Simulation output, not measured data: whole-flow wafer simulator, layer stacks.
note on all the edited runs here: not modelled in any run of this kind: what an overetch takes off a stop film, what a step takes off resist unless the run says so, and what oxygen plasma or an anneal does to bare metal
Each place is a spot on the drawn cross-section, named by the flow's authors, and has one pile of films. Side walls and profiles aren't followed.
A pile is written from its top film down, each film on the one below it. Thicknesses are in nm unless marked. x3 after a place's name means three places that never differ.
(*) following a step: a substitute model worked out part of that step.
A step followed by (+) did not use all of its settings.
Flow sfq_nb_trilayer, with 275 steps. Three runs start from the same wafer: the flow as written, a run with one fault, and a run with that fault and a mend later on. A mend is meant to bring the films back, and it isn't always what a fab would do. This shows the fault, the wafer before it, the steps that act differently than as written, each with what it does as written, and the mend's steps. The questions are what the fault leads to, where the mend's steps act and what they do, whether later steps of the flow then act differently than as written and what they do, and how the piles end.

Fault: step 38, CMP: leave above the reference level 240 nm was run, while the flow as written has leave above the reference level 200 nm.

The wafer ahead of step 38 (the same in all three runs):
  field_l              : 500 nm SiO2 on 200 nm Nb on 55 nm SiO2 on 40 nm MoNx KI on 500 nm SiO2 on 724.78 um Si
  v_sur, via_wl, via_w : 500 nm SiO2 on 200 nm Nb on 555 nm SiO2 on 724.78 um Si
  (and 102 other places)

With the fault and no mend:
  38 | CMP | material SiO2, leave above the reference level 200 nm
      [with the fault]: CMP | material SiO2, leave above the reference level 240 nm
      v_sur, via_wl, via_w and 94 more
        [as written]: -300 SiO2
        [with the fault]: -260 SiO2
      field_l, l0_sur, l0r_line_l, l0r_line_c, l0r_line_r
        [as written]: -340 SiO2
        [with the fault]: -300 SiO2
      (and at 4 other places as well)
  Steps later in the flow that act otherwise than as written (3 more steps, not shown, differ only slightly: by at most 2% or 0.5 nm, whichever is larger):
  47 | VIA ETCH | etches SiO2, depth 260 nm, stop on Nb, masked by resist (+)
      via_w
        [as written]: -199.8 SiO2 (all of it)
        [with the fault]: -239.8 SiO2 (all of it)
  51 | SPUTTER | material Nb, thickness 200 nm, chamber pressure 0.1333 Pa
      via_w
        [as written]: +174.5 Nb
        [with the fault]: +167.1 Nb
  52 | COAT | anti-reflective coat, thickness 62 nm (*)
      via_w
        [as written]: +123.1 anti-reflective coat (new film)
        [with the fault]: +131.6 anti-reflective coat (new film)
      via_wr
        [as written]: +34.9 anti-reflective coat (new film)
        [with the fault]: +33.3 anti-reflective coat (new film)
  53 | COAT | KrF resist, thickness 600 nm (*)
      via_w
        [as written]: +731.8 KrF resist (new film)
        [with the fault]: +764.3 KrF resist (new film)
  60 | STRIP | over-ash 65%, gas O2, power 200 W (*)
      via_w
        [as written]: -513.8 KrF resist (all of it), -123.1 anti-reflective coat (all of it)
        [with the fault]: -546.3 KrF resist (all of it), -131.6 anti-reflective coat (all of it)
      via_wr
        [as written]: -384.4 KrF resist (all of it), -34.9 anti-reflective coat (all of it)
        [with the fault]: -381.1 KrF resist (all of it), -33.3 anti-reflective coat (all of it)
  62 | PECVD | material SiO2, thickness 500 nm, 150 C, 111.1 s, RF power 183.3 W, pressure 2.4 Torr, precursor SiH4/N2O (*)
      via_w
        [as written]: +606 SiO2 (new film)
        [with the fault]: +653.5 SiO2 (new film)
  The piles end different from the flow's at v_sur, via_wl, via_w and 75 more by more than 2% or 0.5 nm, whichever is larger.
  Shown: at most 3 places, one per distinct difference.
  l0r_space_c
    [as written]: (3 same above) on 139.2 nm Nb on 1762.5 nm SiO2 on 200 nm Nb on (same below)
    [with the fault]: (3 same above) on 139.2 nm Nb on 1802.5 nm SiO2 on 200 nm Nb on (same below)
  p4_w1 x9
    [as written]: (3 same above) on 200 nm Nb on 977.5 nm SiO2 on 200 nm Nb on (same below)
    [with the fault]: (3 same above) on 200 nm Nb on 1017.5 nm SiO2 on 200 nm Nb on (same below)
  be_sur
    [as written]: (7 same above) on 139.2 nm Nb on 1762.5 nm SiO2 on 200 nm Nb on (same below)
    [with the fault]: (7 same above) on 139.2 nm Nb on 1802.5 nm SiO2 on 200 nm Nb on (same below)

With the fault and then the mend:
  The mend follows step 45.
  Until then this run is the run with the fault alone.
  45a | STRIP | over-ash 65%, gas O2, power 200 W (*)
      field_l, v_sur, via_wl and 102 more
        -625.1 KrF resist (all of it), -62 anti-reflective coat (all of it)
      via_w
        -62 anti-reflective coat (all of it)
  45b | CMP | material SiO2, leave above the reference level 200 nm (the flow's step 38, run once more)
      field_l, v_sur, via_wl and 103 more
        -40 SiO2
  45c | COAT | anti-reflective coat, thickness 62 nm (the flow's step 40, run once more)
      field_l, v_sur, via_wl and 103 more
        +62 anti-reflective coat (new film)
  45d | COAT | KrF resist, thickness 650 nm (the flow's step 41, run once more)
      field_l, v_sur, via_wl and 103 more
        +650 KrF resist (new film)
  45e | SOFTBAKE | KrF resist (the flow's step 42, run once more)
      alters no film at any place that is followed
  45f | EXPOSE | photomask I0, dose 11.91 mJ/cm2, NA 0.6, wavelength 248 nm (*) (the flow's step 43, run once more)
      alters no film at any place that is followed
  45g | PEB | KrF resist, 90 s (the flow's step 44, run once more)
      field_l, v_sur, via_wl and 103 more
        -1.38 KrF resist
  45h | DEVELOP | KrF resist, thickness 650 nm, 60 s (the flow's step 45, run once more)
      field_l, v_sur, via_wl and 102 more
        -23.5 KrF resist
      via_w
        -648.6 KrF resist (all of it)
  None of the later steps of the flow acts differently than as written at any place that is followed.
  At every place that both follow, the piles at the end match the flow's.
